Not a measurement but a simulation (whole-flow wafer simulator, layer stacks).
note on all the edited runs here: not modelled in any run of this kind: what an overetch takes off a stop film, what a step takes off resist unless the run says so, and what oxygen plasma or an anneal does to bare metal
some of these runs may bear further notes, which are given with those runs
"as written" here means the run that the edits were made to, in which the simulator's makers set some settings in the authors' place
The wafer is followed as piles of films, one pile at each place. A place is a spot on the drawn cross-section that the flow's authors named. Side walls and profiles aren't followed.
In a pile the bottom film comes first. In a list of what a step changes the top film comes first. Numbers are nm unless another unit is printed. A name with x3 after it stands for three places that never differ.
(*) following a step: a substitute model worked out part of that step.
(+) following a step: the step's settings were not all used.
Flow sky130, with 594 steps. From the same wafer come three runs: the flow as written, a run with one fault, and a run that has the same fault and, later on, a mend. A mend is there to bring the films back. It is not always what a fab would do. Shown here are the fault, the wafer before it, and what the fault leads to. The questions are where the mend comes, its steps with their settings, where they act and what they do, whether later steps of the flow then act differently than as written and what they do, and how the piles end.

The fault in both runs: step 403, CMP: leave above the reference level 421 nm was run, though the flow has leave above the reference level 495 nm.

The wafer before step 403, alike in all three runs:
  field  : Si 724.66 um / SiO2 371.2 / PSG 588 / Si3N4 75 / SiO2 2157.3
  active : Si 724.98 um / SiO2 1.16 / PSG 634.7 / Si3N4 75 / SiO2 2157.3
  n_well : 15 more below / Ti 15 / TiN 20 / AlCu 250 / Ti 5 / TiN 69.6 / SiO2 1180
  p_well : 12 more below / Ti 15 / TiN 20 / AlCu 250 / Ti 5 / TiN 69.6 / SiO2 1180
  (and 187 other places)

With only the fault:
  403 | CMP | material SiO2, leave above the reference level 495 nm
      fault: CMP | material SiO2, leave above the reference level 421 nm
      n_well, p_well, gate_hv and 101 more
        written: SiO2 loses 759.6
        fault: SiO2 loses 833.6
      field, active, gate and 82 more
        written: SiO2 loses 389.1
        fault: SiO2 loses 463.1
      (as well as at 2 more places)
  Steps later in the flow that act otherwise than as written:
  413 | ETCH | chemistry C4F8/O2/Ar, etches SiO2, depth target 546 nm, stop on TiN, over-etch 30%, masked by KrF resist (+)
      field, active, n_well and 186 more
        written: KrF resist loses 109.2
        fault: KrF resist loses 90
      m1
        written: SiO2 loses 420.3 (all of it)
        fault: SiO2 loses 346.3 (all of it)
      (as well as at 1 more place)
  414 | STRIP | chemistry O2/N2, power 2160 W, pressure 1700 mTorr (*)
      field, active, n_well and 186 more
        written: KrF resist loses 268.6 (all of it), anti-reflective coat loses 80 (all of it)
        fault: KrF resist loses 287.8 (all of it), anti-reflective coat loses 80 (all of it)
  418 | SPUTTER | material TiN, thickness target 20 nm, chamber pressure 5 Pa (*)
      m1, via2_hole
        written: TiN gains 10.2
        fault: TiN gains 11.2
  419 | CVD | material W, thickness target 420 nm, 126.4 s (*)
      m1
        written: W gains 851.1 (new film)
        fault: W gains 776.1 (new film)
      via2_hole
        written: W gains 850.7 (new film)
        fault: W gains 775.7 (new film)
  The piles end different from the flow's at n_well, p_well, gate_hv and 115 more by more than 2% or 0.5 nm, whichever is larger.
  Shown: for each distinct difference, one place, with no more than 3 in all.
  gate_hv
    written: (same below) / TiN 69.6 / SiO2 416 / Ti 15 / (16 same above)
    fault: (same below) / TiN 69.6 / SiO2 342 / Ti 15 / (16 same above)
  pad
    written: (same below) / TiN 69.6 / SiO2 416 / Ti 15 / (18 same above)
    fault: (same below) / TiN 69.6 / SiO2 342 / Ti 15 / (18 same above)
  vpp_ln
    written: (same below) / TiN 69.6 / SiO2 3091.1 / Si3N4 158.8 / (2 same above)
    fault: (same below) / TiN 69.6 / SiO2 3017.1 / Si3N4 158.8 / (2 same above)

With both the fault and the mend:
  The mend stands after step 403.
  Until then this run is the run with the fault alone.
  403a | HDPCVD | thickness target 74 nm (*) (a further turn of the flow's step 402, with different settings)
      field, active, n_well and 188 more
        SiO2 gains 74
  None of the later steps of the flow differs from how it acts as written, at any place that is followed, by more than 2% or 0.5 nm, whichever is larger.
  By the end, the piles equal the flow's at every place that both follow.
